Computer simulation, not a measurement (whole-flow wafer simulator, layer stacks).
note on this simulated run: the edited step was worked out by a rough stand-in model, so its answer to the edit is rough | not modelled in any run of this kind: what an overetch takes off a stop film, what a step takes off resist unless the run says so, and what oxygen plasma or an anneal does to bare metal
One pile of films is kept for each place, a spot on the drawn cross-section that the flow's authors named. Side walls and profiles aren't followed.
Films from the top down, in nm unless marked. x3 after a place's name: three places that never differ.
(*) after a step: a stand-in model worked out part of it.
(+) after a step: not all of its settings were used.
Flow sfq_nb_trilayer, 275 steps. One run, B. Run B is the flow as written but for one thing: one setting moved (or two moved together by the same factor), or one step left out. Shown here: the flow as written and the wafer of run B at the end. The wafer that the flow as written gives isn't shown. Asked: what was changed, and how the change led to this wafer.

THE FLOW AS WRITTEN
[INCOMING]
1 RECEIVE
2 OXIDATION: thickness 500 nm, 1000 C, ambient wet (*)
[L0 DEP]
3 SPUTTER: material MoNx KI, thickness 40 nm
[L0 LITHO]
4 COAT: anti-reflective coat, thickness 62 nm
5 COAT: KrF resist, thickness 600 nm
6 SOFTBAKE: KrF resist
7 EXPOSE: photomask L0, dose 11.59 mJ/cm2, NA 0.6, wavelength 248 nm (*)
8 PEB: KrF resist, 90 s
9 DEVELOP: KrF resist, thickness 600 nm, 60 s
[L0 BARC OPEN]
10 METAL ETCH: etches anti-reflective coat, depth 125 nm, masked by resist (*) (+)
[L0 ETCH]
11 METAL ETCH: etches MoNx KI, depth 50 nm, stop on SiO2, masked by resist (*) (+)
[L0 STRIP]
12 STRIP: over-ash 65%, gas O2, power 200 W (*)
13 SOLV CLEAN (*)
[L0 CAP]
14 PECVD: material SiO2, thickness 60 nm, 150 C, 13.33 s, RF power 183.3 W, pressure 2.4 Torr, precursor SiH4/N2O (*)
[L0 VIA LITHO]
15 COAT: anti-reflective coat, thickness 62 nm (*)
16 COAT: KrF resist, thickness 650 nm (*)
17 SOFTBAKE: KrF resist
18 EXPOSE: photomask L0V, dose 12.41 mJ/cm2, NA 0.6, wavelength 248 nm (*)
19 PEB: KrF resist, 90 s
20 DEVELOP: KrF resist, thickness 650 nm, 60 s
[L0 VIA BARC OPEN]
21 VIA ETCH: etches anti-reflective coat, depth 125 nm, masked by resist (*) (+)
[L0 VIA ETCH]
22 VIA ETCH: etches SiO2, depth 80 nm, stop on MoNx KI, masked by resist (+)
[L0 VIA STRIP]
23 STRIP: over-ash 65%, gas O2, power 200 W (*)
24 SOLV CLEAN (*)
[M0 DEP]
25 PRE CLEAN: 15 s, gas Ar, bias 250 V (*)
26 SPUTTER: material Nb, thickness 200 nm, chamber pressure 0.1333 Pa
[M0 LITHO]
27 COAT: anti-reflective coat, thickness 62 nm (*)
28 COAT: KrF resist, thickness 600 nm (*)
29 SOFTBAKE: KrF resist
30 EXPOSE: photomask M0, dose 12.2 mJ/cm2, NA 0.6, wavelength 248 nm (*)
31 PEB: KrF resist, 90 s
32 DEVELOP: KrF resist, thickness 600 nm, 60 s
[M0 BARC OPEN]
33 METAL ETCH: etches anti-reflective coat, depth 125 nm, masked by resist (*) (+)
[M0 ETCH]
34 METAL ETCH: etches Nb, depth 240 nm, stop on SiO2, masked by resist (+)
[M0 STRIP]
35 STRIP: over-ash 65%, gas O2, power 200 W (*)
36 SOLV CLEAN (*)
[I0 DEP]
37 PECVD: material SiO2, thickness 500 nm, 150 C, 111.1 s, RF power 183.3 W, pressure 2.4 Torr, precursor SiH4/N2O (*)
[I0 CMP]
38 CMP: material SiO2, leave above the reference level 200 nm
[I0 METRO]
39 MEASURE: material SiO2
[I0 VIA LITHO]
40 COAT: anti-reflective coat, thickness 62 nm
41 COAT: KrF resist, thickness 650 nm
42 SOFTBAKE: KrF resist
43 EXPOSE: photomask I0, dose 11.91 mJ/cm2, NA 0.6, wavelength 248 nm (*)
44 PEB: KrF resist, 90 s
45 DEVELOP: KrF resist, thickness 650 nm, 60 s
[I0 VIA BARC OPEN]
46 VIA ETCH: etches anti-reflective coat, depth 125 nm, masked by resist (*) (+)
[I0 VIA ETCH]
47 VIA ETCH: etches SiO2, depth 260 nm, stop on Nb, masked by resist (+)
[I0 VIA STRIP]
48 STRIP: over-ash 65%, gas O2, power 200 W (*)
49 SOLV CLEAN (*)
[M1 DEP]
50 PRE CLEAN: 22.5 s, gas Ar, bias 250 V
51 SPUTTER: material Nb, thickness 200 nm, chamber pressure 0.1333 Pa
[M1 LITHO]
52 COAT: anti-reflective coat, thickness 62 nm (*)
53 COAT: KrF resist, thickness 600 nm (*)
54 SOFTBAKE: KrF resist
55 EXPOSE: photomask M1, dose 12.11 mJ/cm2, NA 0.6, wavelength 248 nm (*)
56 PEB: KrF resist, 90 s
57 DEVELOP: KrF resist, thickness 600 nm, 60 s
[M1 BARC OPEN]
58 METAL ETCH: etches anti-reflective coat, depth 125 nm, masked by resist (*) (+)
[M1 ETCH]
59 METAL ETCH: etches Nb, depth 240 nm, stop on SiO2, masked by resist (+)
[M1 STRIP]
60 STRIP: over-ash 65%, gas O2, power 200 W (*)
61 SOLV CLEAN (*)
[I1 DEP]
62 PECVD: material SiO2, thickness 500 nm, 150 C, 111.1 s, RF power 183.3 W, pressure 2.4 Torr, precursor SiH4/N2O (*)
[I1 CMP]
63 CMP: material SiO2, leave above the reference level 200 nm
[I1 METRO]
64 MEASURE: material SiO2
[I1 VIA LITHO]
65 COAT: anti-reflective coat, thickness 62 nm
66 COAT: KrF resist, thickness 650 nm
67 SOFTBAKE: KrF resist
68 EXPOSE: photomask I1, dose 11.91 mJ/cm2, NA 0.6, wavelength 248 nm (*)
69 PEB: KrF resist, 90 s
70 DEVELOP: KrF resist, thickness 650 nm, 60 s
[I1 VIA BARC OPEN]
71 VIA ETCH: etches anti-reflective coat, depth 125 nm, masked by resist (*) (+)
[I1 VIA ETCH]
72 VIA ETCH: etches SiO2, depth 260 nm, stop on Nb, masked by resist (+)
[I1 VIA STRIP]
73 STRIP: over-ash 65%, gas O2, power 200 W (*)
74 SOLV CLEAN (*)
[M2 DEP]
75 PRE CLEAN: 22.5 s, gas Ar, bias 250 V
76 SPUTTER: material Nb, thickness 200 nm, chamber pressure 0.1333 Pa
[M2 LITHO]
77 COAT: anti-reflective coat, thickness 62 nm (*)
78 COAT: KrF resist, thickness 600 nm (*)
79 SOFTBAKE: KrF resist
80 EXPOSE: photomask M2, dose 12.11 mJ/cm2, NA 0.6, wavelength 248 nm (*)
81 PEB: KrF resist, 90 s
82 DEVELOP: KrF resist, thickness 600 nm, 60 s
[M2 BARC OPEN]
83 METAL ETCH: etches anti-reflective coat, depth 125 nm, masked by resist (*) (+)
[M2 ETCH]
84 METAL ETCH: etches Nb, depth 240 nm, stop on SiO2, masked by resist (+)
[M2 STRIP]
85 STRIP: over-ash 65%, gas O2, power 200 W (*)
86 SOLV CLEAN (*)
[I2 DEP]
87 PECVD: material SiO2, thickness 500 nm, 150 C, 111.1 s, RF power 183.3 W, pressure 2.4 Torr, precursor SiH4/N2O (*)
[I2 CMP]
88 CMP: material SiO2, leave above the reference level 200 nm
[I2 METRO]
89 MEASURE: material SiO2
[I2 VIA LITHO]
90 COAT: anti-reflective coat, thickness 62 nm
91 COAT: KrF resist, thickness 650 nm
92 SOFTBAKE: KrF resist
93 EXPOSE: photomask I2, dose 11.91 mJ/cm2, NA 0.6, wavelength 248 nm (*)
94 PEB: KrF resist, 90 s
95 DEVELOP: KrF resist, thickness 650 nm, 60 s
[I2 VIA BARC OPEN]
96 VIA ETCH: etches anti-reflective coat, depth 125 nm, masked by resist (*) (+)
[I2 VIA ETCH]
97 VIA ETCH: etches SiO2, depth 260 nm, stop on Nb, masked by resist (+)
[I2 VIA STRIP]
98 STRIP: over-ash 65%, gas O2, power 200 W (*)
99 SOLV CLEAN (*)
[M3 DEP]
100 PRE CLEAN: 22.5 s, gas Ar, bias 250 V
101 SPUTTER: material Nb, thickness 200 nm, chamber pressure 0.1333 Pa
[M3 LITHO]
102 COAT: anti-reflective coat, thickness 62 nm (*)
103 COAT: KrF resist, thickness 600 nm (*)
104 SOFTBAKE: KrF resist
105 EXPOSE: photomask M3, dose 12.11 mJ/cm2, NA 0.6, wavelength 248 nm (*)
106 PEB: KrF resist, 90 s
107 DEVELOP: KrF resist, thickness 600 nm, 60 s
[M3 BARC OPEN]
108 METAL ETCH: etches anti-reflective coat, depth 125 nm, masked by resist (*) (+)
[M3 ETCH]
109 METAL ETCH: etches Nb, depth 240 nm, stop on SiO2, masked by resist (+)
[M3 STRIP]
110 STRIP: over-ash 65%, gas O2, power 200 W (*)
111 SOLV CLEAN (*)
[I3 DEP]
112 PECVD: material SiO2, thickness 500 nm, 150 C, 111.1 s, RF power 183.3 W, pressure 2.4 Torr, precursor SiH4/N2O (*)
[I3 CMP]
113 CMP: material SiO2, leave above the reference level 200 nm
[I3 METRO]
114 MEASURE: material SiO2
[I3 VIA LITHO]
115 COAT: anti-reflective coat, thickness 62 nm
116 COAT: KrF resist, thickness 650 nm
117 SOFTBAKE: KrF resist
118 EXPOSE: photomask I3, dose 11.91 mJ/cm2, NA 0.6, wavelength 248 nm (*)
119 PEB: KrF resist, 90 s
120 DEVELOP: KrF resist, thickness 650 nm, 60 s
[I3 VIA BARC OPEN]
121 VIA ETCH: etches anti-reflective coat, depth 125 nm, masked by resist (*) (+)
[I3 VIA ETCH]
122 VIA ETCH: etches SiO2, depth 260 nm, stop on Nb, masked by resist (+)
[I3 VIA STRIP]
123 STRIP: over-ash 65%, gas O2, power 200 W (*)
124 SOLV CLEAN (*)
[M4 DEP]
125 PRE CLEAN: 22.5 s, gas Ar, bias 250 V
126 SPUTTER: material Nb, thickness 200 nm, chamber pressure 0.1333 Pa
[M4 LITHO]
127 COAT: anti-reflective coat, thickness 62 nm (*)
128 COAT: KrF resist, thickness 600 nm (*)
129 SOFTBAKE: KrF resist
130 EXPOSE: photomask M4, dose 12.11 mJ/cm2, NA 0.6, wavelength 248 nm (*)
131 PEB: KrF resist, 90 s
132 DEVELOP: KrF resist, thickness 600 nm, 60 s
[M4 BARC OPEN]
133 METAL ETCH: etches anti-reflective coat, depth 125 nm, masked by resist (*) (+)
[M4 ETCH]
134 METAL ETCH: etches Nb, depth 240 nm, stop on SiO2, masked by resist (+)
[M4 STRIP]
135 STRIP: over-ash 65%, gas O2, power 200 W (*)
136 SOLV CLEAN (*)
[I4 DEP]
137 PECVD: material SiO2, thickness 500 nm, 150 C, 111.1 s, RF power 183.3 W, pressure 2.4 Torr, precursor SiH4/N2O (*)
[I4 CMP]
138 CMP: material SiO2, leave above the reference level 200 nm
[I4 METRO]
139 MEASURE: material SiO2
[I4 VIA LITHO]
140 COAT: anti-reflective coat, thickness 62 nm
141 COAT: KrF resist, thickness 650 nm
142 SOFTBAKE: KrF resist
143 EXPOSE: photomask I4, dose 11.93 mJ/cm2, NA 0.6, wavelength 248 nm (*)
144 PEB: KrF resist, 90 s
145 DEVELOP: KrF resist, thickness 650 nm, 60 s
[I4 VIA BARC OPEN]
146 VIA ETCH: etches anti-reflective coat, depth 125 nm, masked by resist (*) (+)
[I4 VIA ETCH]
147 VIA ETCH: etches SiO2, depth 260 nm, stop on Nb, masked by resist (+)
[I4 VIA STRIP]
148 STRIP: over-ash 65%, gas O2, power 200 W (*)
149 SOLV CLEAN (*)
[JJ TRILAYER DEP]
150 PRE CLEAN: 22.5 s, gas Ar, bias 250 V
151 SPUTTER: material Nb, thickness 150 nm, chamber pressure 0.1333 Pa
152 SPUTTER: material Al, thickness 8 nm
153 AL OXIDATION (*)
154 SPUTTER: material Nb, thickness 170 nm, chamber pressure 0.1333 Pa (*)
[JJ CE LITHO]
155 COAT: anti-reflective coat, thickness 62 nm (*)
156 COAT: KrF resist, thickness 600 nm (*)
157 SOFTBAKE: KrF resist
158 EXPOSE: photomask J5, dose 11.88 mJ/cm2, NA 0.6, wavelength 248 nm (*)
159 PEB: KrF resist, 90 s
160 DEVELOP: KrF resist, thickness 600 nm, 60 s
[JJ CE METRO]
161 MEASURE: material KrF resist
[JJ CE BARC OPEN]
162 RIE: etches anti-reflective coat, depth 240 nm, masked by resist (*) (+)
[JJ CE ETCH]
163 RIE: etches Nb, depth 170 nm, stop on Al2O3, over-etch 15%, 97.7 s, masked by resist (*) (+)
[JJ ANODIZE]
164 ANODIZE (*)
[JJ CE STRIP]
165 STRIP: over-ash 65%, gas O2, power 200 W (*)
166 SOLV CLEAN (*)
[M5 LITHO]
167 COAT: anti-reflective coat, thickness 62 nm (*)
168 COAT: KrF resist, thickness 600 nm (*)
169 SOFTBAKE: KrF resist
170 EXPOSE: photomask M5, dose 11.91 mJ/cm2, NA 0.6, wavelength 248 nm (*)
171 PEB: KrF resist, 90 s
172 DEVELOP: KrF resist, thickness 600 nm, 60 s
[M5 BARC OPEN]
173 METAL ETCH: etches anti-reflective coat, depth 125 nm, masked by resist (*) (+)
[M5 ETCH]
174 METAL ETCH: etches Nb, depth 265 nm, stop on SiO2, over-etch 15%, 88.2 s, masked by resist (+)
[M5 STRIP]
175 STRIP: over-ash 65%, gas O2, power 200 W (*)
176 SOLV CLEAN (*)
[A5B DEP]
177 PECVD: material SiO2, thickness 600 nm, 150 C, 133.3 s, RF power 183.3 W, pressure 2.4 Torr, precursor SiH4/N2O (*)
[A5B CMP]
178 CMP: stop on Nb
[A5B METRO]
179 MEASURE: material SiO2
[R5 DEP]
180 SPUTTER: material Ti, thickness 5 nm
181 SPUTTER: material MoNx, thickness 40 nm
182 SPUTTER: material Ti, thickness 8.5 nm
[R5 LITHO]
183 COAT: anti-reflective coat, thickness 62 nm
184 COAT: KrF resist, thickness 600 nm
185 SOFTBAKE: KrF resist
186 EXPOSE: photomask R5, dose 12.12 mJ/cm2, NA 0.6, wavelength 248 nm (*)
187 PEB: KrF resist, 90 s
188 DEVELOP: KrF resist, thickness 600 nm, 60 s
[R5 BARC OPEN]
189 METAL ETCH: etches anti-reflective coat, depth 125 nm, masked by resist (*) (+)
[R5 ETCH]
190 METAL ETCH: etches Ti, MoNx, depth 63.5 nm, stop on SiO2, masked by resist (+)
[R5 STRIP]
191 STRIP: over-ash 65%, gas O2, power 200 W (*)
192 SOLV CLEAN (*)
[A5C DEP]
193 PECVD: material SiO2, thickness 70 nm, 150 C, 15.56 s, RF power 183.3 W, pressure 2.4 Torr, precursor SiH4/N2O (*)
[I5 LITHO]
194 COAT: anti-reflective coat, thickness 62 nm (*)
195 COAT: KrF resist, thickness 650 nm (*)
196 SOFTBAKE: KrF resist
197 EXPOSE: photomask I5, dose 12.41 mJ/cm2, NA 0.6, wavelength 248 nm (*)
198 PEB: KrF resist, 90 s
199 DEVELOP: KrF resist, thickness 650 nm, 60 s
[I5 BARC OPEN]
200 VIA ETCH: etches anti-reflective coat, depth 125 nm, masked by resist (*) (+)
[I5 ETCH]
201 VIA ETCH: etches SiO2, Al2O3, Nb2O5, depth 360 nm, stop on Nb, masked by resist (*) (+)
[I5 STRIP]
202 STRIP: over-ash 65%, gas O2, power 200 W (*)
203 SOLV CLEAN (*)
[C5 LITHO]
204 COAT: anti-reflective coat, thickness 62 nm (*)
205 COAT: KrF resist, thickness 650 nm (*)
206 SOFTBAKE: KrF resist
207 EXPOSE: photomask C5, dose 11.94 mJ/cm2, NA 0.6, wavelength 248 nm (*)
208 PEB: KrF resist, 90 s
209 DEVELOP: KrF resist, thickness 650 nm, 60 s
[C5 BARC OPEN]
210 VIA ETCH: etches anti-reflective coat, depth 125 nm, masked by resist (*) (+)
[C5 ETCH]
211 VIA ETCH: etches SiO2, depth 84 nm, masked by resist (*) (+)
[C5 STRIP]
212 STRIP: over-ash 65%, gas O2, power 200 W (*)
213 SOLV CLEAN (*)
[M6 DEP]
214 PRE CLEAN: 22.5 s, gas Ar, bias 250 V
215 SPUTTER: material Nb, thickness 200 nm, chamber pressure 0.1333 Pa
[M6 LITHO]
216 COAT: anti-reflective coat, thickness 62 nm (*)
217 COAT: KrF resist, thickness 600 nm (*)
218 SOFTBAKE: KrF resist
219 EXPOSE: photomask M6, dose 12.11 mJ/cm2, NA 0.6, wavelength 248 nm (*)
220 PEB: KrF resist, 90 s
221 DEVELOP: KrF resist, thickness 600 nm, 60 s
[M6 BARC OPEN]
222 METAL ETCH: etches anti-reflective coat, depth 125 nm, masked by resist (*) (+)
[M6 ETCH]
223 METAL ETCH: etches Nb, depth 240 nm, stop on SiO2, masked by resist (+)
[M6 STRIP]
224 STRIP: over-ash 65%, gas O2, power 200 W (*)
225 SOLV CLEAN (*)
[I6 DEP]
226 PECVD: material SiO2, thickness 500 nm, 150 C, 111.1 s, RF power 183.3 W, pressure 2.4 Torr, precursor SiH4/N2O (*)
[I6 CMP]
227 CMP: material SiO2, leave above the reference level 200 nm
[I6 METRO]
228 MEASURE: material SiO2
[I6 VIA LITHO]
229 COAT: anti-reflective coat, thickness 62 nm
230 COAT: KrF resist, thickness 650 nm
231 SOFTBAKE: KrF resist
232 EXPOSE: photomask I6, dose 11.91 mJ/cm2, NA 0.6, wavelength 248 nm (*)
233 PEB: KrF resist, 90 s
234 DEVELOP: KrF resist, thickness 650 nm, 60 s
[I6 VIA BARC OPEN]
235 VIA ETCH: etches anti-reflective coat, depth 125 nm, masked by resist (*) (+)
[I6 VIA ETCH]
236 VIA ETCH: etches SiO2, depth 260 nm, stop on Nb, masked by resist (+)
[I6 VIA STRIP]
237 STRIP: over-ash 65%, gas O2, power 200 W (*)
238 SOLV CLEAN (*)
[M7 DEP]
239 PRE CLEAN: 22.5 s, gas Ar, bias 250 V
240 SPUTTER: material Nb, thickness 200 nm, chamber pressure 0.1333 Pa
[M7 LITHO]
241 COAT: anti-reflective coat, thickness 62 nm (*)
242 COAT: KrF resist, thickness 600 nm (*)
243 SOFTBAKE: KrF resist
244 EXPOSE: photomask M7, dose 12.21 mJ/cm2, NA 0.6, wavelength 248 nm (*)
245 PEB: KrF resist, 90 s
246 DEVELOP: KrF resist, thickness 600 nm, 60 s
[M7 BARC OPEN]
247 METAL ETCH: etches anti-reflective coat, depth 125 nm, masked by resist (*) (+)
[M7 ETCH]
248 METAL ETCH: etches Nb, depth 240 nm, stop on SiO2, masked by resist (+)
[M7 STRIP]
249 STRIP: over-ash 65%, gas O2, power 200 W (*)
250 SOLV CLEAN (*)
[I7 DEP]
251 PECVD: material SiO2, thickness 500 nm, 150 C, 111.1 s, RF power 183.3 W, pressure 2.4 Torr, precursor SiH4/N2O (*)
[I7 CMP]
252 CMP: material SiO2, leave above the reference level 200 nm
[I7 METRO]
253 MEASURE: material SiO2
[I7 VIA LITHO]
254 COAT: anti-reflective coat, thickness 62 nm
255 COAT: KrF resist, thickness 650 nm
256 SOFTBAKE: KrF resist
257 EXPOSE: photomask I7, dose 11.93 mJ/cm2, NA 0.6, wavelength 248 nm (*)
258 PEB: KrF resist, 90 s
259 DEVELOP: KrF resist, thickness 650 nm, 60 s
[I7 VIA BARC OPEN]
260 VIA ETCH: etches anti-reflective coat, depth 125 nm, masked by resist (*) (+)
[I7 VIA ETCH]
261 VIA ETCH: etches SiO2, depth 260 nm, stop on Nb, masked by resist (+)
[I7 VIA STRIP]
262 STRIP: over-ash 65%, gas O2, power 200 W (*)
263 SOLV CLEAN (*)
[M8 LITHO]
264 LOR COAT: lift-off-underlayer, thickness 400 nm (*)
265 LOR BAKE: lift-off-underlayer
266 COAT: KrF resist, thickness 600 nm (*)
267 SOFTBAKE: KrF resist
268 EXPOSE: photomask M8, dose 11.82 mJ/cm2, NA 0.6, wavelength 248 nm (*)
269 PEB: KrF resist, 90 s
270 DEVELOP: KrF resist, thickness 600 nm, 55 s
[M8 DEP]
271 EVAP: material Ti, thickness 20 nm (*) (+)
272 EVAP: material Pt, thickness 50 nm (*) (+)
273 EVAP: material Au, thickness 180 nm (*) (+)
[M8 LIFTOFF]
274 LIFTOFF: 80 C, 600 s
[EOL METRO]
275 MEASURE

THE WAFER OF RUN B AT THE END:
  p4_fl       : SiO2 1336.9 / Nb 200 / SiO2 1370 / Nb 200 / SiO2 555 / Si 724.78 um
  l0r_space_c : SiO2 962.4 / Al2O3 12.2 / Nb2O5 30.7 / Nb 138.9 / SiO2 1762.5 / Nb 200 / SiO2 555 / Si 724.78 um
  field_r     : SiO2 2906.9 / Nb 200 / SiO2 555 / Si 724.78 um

The cause: step 154, SPUTTER: thickness 131 nm was run, where the flow has thickness 170 nm.

How the change led to this, step by step:
  154 SPUTTER: material Nb, thickness 170 nm, chamber pressure 0.1333 Pa (*)
      field_l, v_sur, via_sp and 100 more: Nb +131 (new film) (as written it would be: Nb +170 (new film))
      via_wl, via_wr: Nb +108.3 (new film) (as written it would be: Nb +140.7 (new film))
      (and at 1 more place)
  155 COAT: anti-reflective coat, thickness 62 nm (*)
      via_wl, via_wr: anti-reflective coat +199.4 (new film) (as written it would be: anti-reflective coat +209.4 (new film))
      via_w: anti-reflective coat +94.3 (new film) (as written it would be: anti-reflective coat +97.4 (new film))
  162 RIE: etches anti-reflective coat, depth 240 nm, masked by resist (*) (+)
      ce_l, c5j, ce_r, wl_jj: KrF resist -199.4 (as written it would be: KrF resist -209.4)
      via_wl, via_wr: anti-reflective coat -199.4 (all of it) (as written it would be: anti-reflective coat -209.4 (all of it))
      (and at 1 more place)
  163 RIE: etches Nb, depth 170 nm, stop on Al2O3, over-etch 15%, 97.7 s, masked by resist (*) (+)
      field_l, v_sur, via_sp and 96 more: Nb -131 (all of it), Al2O3 -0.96 (all of it) (as written it would be: Nb -170 (all of it), Al2O3 -0.51)
      via_wl, via_wr: Nb -108.3 (all of it), Al2O3 -0.96 (all of it) (as written it would be: Nb -140.7 (all of it), Al2O3 -0.96 (all of it))
      (and at 1 more place)
  164 ANODIZE (*)
      field_l, v_sur, via_sp and 96 more: Al2O3 +12.2 (new film), Nb2O5 +30.7 (new film), Al -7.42 (all of it), Nb -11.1 (as written it would be: Al2O3 +12.2, Nb2O5 +29.9 (new film), Al -7.42 (all of it), Nb -10.8)
  165 STRIP: over-ash 65%, gas O2, power 200 W (*)
      c5j, ce_r: KrF resist -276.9 (all of it), anti-reflective coat -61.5 (all of it) (as written it would be: KrF resist -266.9 (all of it), anti-reflective coat -61.5 (all of it))
      ce_l: KrF resist -276.8 (all of it), anti-reflective coat -61.4 (all of it) (as written it would be: KrF resist -266.8 (all of it), anti-reflective coat -61.4 (all of it))
      (and at 1 more place)
  167 COAT: anti-reflective coat, thickness 62 nm (*)
      wl_j_sl, wl_j_sr: anti-reflective coat +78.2 (new film) (as written it would be: anti-reflective coat +83.3 (new film))
      jj_sur: anti-reflective coat +77.8 (new film) (as written it would be: anti-reflective coat +82.6 (new film))
      (and at 5 more places)
  168 COAT: KrF resist, thickness 600 nm (*)
      ce_l: KrF resist +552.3 (new film) (as written it would be: KrF resist +528.3 (new film))
      c5j: KrF resist +532.5 (new film) (as written it would be: KrF resist +507.6 (new film))
      (and at 2 more places)
  174 METAL ETCH: etches Nb, depth 265 nm, stop on SiO2, over-etch 15%, 88.2 s, masked by resist (+)
      field_l, r_sur, res and 50 more: Al2O3 -12.2 (all of it), Nb2O5 -30.7 (all of it), Nb -138.9 (all of it), SiO2 -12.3 (as written it would be: Al2O3 -12.6 (all of it), Nb2O5 -29.9 (all of it), Nb -139.2 (all of it), SiO2 -12.3)
  175 STRIP: over-ash 65%, gas O2, power 200 W (*)
      wl_j_sl, wl_j_sr: KrF resist -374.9 (all of it), anti-reflective coat -78.2 (all of it) (as written it would be: KrF resist -378 (all of it), anti-reflective coat -83.3 (all of it))
      jj_sur: KrF resist -371.8 (all of it), anti-reflective coat -77.8 (all of it) (as written it would be: KrF resist -374.7 (all of it), anti-reflective coat -82.6 (all of it))
      (and at 5 more places)
  178 CMP: stop on Nb
      v_sur, via_sp, via_v and 43 more: SiO2 -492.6 (as written it would be: SiO2 -453.5)
      field_l, p4_fl, p4_fm and 39 more: SiO2 -298.3 (as written it would be: SiO2 -259.3)
      (and at 14 more places)
  201 VIA ETCH: etches SiO2, Al2O3, Nb2O5, depth 360 nm, stop on Nb, masked by resist (*) (+)
      be: SiO2 -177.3 (all of it), Al2O3 -12.2 (all of it), Nb2O5 -30.7 (all of it) (as written it would be: SiO2 -216.4 (all of it), Al2O3 -12.7 (all of it), Nb2O5 -29.9 (all of it))
  204 COAT: anti-reflective coat, thickness 62 nm (*)
      wire: anti-reflective coat +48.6 (new film) (as written it would be: anti-reflective coat +47.4 (new film))
      be: anti-reflective coat +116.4 (new film) (as written it would be: anti-reflective coat +122.2 (new film))
      (and at 1 more place)
  205 COAT: KrF resist, thickness 650 nm (*)
      be: KrF resist +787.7 (new film) (as written it would be: KrF resist +815.3 (new film))
  212 STRIP: over-ash 65%, gas O2, power 200 W (*)
      wire: KrF resist -557.9 (all of it), anti-reflective coat -48.6 (all of it) (as written it would be: KrF resist -555.8 (all of it), anti-reflective coat -47.4 (all of it))
      be: KrF resist -700.5 (all of it), anti-reflective coat -116.4 (all of it) (as written it would be: KrF resist -728.2 (all of it), anti-reflective coat -122.2 (all of it))
      (and at 1 more place)
  215 SPUTTER: material Nb, thickness 200 nm, chamber pressure 0.1333 Pa
      be: Nb +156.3 (as written it would be: Nb +147.3)
  ... 3 more steps ...
  226 PECVD: material SiO2, thickness 500 nm, 150 C, 111.1 s, RF power 183.3 W, pressure 2.4 Torr, precursor SiH4/N2O (*)
      be: SiO2 +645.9 (new film) (as written it would be: SiO2 +693.5 (new film))
